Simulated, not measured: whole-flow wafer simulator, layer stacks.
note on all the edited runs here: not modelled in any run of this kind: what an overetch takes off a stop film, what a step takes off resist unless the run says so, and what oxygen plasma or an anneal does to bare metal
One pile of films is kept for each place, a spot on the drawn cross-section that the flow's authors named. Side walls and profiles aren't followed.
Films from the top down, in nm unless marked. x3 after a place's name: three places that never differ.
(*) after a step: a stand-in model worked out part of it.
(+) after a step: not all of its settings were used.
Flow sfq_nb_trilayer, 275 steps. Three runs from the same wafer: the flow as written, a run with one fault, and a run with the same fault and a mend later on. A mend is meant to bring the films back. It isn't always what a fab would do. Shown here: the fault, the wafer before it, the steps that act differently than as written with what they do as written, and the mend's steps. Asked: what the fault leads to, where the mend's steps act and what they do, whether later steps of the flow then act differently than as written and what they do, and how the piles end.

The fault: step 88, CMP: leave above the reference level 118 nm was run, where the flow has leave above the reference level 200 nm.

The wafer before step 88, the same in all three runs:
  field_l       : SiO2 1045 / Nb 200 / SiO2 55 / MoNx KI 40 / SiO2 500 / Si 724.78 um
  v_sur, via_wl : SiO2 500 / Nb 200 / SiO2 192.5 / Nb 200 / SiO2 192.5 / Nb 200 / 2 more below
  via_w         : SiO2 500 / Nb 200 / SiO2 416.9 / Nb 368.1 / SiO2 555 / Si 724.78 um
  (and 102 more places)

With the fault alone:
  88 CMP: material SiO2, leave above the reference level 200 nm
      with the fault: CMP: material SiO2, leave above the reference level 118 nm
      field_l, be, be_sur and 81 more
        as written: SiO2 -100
        with the fault: SiO2 -182
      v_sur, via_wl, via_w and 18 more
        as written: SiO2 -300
        with the fault: SiO2 -382
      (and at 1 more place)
  Later steps of the flow that act differently than as written (3 more steps differ only slightly, by at most 2% or 0.5 nm, whichever is larger, and aren't shown):
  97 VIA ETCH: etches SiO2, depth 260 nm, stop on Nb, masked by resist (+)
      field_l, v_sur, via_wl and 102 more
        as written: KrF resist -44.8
        with the fault: KrF resist -30.5
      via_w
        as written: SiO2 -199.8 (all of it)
        with the fault: SiO2 -117.8 (all of it)
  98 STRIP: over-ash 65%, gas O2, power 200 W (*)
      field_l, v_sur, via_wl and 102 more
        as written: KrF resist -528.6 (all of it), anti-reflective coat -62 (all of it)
        with the fault: KrF resist -543 (all of it), anti-reflective coat -62 (all of it)
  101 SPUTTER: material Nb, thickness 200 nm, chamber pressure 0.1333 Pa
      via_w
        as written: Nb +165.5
        with the fault: Nb +183.7
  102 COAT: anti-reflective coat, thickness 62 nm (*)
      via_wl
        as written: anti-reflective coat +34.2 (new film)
        with the fault: anti-reflective coat +38.8 (new film)
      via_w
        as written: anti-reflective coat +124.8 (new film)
        with the fault: anti-reflective coat +105.8 (new film)
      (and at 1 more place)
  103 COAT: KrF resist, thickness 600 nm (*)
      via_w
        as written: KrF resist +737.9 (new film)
        with the fault: KrF resist +670.3 (new film)
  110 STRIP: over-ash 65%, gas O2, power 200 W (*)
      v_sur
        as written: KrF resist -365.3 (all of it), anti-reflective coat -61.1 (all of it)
        with the fault: KrF resist -372.8 (all of it), anti-reflective coat -60.7 (all of it)
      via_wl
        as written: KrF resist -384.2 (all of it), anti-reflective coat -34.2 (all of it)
        with the fault: KrF resist -390.1 (all of it), anti-reflective coat -38.8 (all of it)
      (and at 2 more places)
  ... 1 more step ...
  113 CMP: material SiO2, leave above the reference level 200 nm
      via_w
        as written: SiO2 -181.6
        with the fault: SiO2 -166.8
  At the end the piles differ from the flow's by more than 2% or 0.5 nm, whichever is larger, at field_l, v_sur, via_wl and 103 more.
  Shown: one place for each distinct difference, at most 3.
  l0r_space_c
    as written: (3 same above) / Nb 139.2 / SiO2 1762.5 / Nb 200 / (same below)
    with the fault: (3 same above) / Nb 139.2 / SiO2 1680.5 / Nb 200 / (same below)
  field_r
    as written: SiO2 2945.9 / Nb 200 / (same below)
    with the fault: SiO2 2863.9 / Nb 200 / (same below)
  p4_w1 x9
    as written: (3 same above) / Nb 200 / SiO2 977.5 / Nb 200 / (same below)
    with the fault: (3 same above) / Nb 200 / SiO2 895.5 / Nb 200 / (same below)

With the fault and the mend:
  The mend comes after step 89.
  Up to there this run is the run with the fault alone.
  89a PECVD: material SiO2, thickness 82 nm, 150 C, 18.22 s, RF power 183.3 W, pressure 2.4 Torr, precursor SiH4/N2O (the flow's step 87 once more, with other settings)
      field_l, v_sur, via_wl and 103 more
        SiO2 +82
  No later step of the flow acts differently than as written, at any place that is followed, by more than 2% or 0.5 nm, whichever is larger.
  At the end the piles are the same as the flow's at every place that both follow.
